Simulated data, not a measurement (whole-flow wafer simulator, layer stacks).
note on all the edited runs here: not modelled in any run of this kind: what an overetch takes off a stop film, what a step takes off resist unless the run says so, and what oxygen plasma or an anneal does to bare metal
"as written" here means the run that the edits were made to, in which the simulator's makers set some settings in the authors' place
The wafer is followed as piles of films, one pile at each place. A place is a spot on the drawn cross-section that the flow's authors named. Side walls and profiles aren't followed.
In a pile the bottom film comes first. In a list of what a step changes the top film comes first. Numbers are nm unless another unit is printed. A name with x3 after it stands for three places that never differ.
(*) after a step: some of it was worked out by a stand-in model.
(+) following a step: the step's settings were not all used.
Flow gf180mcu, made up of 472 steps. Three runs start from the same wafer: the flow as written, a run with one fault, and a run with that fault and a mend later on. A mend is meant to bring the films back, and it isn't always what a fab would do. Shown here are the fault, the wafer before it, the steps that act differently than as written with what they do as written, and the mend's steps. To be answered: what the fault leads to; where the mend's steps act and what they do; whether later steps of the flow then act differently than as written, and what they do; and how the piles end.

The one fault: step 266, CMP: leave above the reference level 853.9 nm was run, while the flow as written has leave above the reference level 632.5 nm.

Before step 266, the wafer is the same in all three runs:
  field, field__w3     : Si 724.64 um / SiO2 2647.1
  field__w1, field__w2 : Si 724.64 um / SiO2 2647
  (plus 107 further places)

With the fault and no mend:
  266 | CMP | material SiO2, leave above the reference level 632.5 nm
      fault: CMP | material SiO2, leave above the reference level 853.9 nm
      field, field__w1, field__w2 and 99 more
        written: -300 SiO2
        fault: -78.6 SiO2
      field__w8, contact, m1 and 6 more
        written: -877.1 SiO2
        fault: -655.7 SiO2
  Later steps of the flow acting differently than as written:
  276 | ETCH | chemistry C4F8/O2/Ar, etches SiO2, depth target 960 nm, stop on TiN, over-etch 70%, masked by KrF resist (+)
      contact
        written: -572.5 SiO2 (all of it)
        fault: -793.9 SiO2 (all of it)
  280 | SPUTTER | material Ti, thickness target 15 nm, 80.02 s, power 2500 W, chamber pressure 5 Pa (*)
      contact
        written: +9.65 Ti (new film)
        fault: +8.49 Ti (new film)
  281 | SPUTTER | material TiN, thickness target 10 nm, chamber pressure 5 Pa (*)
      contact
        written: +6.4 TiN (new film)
        fault: +5.63 TiN (new film)
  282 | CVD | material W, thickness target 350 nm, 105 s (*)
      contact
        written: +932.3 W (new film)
        fault: +1155.6 W (new film)
  At field, field__w1, field__w2 and 109 more, the piles at the end differ from the flow's by more than 2% or 0.5 nm, whichever is larger.
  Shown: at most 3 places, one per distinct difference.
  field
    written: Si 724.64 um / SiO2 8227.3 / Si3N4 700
    fault: Si 724.64 um / SiO2 8448.7 / Si3N4 700
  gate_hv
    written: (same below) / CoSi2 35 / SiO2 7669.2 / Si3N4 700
    fault: (same below) / CoSi2 35 / SiO2 7890.6 / Si3N4 700
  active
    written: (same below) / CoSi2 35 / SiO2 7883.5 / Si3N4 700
    fault: (same below) / CoSi2 35 / SiO2 8104.9 / Si3N4 700

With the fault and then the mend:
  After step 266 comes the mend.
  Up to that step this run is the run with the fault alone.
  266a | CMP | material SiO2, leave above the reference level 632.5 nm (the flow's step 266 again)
      field, field__w1, field__w2 and 108 more
        -221.4 SiO2
  Every later step of the flow that is run acts as written at every place that is followed.
  At every place that both follow, the piles at the end match the flow's.
